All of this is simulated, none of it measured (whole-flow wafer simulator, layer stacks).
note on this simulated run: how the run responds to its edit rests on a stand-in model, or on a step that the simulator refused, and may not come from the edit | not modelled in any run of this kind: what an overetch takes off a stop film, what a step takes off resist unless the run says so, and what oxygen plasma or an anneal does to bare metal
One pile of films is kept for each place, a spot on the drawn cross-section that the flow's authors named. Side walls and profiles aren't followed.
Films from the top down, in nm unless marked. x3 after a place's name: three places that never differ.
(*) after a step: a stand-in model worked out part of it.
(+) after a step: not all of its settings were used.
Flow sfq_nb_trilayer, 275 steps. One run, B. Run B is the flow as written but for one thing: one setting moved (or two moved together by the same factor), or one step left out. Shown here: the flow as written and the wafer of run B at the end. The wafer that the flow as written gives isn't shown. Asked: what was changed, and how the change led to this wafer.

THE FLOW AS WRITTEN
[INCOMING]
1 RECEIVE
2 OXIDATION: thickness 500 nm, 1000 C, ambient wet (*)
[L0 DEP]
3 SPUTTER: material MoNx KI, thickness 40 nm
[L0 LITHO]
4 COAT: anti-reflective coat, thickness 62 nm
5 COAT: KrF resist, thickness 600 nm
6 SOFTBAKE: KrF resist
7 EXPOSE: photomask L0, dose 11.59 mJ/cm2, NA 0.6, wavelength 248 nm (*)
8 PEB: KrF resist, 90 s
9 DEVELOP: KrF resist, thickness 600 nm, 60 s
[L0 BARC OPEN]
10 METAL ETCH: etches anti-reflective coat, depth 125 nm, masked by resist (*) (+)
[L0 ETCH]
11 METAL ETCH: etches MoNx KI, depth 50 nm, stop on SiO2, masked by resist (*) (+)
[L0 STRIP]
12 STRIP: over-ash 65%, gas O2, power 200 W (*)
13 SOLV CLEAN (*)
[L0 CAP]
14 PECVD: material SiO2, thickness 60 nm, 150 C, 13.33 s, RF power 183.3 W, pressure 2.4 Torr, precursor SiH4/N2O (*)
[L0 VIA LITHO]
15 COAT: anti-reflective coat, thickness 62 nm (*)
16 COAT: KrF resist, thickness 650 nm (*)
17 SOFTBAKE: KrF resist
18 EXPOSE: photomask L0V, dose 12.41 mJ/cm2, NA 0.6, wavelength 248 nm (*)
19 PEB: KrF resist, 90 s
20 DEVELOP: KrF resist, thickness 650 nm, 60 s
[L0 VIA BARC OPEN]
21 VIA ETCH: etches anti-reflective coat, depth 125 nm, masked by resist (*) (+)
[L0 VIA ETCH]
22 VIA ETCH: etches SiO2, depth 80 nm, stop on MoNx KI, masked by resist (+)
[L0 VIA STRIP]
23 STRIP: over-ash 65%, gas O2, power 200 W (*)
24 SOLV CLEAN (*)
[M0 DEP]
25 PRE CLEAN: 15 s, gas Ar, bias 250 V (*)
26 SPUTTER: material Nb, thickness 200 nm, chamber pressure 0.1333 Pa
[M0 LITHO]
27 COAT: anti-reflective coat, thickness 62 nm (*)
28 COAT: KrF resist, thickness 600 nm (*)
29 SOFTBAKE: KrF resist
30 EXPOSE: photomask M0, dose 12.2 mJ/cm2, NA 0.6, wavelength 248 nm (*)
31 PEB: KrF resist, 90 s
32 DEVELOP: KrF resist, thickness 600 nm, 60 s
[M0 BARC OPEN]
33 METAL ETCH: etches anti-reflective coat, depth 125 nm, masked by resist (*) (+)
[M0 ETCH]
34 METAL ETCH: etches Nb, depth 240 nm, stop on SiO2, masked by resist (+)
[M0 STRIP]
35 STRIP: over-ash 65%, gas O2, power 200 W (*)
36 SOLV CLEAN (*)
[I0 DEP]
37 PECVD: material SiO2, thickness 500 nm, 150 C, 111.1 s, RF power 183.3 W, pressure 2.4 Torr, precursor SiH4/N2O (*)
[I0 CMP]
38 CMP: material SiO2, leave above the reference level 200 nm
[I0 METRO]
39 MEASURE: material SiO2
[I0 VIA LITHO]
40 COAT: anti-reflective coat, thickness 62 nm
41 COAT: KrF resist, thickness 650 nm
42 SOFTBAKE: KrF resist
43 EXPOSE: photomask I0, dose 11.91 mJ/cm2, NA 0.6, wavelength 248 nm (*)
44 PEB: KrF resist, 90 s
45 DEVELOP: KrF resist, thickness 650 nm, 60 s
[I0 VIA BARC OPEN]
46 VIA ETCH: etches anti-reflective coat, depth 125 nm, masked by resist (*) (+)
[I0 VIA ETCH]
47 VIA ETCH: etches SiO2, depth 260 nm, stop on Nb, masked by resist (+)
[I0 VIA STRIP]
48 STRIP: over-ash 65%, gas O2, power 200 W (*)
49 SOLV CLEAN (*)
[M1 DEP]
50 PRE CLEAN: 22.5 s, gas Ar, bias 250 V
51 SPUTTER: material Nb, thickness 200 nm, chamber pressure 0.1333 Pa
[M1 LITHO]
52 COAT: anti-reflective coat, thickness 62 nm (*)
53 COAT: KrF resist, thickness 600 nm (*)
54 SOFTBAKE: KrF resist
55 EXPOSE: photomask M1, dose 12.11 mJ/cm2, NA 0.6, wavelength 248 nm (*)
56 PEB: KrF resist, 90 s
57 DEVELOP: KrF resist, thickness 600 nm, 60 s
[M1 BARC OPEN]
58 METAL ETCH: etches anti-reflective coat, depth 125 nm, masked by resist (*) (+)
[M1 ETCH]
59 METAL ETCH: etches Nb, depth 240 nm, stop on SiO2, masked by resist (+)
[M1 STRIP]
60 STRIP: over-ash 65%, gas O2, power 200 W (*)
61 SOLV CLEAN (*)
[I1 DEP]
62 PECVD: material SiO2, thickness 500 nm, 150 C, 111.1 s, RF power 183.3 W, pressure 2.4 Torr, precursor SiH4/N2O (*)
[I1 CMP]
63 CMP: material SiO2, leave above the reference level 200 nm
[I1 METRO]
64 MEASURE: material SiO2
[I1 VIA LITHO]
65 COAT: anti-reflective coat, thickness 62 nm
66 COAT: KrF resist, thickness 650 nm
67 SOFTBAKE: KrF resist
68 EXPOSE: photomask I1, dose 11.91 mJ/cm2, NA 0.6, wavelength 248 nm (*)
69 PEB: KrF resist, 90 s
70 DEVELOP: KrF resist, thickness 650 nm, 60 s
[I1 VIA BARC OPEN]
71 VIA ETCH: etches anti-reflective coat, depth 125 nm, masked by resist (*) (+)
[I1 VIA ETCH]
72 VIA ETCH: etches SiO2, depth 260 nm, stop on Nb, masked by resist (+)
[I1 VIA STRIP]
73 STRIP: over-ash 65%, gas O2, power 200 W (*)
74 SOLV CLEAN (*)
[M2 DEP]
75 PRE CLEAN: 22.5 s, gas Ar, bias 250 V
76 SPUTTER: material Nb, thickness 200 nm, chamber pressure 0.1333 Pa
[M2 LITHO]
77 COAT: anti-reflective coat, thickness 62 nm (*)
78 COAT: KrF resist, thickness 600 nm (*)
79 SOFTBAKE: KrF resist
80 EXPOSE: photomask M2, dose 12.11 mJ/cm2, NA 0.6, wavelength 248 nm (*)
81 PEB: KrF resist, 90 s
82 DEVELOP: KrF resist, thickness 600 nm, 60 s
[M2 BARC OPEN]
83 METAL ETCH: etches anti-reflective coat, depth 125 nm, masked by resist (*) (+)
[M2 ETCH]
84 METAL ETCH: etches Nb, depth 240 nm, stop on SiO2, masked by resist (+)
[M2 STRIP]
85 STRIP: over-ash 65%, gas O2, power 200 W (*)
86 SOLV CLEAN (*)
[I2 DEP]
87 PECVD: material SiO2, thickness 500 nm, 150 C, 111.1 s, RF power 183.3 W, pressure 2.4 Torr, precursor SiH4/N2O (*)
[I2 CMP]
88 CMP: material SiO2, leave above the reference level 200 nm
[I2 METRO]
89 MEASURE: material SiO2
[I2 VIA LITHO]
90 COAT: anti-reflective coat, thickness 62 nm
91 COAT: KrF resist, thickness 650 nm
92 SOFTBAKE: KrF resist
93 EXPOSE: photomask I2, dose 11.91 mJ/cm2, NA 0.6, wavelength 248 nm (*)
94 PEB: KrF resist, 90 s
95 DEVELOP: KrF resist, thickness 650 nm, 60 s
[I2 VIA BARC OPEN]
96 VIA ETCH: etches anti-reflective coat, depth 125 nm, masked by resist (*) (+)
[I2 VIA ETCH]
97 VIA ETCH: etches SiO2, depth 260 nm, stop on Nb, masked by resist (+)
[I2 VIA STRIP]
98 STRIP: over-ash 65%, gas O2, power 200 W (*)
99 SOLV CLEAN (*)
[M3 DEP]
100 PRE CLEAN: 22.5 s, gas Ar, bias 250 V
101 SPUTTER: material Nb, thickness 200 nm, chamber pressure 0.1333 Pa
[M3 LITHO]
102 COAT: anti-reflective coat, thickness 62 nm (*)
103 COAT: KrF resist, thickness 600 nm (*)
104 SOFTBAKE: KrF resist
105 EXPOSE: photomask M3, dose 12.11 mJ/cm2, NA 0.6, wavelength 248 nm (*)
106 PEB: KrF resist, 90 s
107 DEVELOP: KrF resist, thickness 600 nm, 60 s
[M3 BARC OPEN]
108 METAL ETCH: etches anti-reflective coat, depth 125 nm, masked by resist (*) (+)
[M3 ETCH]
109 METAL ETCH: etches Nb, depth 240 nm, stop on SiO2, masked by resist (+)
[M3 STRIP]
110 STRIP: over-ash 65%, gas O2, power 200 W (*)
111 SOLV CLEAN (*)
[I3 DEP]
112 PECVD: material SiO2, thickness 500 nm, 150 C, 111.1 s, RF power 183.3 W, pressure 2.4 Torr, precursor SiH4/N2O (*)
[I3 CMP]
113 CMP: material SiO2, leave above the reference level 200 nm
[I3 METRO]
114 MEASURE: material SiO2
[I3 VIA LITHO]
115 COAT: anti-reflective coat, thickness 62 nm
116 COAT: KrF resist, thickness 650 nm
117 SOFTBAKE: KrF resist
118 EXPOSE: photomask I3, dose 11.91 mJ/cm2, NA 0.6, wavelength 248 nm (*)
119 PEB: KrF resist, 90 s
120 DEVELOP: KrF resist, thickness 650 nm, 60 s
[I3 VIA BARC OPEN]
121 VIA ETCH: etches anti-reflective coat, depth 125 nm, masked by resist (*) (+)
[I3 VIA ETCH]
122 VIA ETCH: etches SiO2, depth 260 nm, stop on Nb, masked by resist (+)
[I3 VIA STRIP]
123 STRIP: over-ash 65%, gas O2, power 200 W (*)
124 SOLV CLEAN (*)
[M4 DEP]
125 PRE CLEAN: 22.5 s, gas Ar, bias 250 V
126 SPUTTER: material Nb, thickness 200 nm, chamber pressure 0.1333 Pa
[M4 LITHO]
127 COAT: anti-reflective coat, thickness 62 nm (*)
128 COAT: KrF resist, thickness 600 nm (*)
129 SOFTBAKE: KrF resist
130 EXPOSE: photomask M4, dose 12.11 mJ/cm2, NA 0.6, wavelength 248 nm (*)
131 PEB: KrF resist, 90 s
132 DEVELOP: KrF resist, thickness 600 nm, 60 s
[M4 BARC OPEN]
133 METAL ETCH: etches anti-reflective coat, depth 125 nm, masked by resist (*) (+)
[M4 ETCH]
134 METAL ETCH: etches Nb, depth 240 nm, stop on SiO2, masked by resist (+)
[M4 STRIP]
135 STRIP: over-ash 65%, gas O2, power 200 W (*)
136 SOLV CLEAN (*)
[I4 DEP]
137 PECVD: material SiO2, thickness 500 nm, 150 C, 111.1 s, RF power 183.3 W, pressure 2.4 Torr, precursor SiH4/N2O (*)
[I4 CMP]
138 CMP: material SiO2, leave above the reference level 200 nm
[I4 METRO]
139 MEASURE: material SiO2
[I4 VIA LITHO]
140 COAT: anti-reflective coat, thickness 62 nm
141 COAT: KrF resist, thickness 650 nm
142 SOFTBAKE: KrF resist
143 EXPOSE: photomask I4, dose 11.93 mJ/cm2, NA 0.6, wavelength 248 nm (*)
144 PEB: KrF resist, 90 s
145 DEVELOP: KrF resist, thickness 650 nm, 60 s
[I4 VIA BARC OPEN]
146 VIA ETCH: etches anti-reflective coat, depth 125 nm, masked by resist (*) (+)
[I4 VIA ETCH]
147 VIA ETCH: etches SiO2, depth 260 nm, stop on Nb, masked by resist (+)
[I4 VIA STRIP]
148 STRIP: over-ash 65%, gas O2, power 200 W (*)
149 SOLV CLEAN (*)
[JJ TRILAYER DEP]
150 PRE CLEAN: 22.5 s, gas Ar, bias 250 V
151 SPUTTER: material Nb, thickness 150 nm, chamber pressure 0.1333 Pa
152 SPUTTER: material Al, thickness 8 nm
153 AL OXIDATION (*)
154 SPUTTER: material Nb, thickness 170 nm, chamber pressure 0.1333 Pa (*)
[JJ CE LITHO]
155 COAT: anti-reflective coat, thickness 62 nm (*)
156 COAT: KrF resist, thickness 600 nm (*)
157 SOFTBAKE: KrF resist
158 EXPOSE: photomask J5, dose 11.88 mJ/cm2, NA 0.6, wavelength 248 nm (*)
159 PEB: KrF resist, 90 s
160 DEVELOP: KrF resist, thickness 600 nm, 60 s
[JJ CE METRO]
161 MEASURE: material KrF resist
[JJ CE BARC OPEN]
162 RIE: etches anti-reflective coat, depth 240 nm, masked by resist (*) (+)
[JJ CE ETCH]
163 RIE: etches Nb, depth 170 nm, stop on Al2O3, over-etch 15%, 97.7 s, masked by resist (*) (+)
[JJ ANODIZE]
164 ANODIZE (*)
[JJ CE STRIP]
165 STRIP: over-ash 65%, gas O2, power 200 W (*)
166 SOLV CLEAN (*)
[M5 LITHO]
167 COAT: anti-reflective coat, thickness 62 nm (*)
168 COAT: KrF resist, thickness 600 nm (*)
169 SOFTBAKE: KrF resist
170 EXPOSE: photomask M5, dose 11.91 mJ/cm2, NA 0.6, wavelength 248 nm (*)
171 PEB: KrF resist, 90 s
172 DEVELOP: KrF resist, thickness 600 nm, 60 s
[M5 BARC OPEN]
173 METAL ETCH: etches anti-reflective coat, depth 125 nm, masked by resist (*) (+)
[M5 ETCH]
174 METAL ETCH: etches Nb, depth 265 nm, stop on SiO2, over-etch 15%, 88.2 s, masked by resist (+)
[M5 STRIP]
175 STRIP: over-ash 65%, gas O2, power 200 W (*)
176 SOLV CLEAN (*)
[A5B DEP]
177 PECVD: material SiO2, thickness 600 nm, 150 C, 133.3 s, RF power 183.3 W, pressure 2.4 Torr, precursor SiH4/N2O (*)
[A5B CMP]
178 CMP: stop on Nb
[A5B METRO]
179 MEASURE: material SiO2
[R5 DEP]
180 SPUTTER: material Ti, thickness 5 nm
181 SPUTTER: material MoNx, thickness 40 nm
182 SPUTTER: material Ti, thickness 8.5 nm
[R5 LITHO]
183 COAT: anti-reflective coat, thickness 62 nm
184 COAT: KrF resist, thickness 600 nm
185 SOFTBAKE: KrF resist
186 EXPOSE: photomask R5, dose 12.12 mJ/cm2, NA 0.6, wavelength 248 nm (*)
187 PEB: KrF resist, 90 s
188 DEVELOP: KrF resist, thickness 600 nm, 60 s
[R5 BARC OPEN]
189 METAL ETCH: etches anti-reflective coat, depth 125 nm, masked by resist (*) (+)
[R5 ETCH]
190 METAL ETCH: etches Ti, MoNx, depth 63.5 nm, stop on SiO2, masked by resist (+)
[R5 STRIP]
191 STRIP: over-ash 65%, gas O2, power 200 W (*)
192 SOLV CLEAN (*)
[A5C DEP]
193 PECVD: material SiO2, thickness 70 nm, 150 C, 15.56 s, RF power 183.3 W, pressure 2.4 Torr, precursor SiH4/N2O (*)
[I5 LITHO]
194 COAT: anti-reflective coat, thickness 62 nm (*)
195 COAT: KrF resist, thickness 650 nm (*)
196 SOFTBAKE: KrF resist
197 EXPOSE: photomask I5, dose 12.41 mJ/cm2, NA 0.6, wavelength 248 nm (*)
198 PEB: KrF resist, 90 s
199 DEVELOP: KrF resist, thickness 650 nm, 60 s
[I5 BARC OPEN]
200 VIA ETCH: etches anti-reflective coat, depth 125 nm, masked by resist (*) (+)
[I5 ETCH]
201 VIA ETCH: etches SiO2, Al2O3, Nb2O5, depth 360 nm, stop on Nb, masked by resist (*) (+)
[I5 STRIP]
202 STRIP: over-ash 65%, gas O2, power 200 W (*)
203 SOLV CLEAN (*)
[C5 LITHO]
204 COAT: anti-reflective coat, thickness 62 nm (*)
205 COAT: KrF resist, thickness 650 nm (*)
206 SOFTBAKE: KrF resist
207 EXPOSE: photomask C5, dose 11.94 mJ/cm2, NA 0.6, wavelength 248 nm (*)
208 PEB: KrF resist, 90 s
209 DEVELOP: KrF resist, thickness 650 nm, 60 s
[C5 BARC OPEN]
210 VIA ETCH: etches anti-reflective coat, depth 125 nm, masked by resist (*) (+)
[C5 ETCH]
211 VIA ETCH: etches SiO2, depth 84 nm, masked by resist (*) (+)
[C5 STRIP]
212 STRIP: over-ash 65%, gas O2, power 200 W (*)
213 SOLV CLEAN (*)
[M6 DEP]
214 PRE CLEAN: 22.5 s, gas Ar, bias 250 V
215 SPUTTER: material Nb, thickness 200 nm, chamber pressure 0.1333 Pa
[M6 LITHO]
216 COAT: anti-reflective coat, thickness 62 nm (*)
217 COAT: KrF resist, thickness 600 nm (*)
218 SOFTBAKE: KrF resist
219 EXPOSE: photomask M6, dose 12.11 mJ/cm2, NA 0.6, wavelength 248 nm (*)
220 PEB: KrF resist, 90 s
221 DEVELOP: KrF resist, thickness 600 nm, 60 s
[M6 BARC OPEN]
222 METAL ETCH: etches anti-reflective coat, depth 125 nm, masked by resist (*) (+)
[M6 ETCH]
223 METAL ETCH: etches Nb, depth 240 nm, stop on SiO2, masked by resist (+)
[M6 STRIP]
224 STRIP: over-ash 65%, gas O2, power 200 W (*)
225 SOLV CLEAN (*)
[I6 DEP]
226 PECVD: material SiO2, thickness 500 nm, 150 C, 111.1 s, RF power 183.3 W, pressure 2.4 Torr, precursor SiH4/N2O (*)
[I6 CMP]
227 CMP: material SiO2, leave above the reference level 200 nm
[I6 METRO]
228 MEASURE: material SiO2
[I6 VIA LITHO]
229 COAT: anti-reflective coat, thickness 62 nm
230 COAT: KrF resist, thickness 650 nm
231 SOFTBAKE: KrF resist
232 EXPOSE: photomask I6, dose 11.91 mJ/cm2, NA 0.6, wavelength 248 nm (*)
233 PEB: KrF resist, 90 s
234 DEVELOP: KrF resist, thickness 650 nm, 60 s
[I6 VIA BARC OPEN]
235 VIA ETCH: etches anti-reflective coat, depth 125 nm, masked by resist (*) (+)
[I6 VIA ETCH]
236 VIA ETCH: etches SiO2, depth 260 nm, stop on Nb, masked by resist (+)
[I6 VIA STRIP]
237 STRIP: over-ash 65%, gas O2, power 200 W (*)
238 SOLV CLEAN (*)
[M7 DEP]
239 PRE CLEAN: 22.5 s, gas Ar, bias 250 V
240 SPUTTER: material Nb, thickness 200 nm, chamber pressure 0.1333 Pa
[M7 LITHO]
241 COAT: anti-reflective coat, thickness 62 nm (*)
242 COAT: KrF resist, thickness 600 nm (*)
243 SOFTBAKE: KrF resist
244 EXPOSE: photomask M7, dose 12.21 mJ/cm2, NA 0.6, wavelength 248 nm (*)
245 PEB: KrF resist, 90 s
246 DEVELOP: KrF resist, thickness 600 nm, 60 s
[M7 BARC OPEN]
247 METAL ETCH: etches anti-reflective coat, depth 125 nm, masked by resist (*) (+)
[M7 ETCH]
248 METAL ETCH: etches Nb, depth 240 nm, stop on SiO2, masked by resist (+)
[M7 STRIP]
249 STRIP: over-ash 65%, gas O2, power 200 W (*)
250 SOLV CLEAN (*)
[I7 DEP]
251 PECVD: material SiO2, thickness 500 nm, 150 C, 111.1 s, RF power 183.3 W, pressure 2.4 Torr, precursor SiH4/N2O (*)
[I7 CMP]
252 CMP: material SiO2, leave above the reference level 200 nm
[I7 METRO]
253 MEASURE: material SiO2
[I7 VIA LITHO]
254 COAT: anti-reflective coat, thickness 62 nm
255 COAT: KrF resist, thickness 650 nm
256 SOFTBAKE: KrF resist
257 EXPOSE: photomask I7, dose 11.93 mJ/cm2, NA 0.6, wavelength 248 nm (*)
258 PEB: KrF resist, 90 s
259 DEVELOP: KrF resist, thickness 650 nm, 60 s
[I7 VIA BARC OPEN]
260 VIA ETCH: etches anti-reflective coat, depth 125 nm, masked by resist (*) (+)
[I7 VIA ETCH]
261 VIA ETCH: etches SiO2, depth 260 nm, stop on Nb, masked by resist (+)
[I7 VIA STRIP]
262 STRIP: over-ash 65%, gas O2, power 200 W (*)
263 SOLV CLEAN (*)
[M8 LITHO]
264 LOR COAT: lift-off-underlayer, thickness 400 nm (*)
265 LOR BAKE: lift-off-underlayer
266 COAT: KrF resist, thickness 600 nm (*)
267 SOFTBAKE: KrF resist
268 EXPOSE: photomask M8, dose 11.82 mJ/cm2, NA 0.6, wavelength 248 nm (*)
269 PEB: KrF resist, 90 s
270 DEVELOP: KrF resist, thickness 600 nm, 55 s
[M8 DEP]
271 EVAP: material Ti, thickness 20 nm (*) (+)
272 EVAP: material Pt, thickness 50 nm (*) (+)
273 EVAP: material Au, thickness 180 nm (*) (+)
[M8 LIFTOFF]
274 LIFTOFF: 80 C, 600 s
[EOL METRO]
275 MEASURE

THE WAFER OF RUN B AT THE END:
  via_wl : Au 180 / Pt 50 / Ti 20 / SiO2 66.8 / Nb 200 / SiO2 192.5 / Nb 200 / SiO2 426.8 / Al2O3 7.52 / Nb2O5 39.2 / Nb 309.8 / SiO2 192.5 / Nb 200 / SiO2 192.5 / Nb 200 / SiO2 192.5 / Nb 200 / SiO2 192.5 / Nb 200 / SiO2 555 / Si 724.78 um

The cause: step 261, VIA ETCH: depth 133 nm was run, where the flow has depth 260 nm.

How the change led to this, step by step:
  261 VIA ETCH: etches SiO2, depth 260 nm, stop on Nb, masked by resist (+)
      via_wl, via_w, via_wr: SiO2 -133 (as written it would be: SiO2 -199.8 (all of it))
      field_l, v_sur, via_sp and 100 more: KrF resist -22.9 (as written it would be: KrF resist -44.8)
  262 STRIP: over-ash 65%, gas O2, power 200 W (*)
      field_l, v_sur, via_sp and 100 more: KrF resist -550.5 (all of it), anti-reflective coat -62 (all of it) (as written it would be: KrF resist -528.6 (all of it), anti-reflective coat -62 (all of it))
  264 LOR COAT: lift-off-underlayer, thickness 400 nm (*)
      via_wl, via_wr: lift-off-underlayer +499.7 (new film) (as written it would be: lift-off-underlayer +549.8 (new film))
      v_sur: lift-off-underlayer +379.6 (new film) (as written it would be: lift-off-underlayer +369.4 (new film))
      (and at 1 more place)
  270 DEVELOP: KrF resist, thickness 600 nm, 55 s
      v_sur: KrF resist -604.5 (all of it), lift-off-underlayer -379.6 (all of it) (as written it would be: KrF resist -607.3 (all of it), lift-off-underlayer -369.4 (all of it))
      via_wl: KrF resist -615.5 (all of it), lift-off-underlayer -499.7 (all of it) (as written it would be: KrF resist -623.9 (all of it), lift-off-underlayer -549.8 (all of it))
      (and at 2 more places)
Counting metal films that touch as one body, via_wl has 8 bodies (between them, from the top down: SiO2 66.8; SiO2 192.5; SiO2 426.8 / Al2O3 7.52 / Nb2O5 39.2; SiO2 192.5; SiO2 192.5; SiO2 192.5; SiO2 192.5); the flow as written gives 7 bodies (between them, from the top down: SiO2 192.5; SiO2 426.8 / Al2O3 7.52 / Nb2O5 39.2; SiO2 192.5; SiO2 192.5; SiO2 192.5; SiO2 192.5).
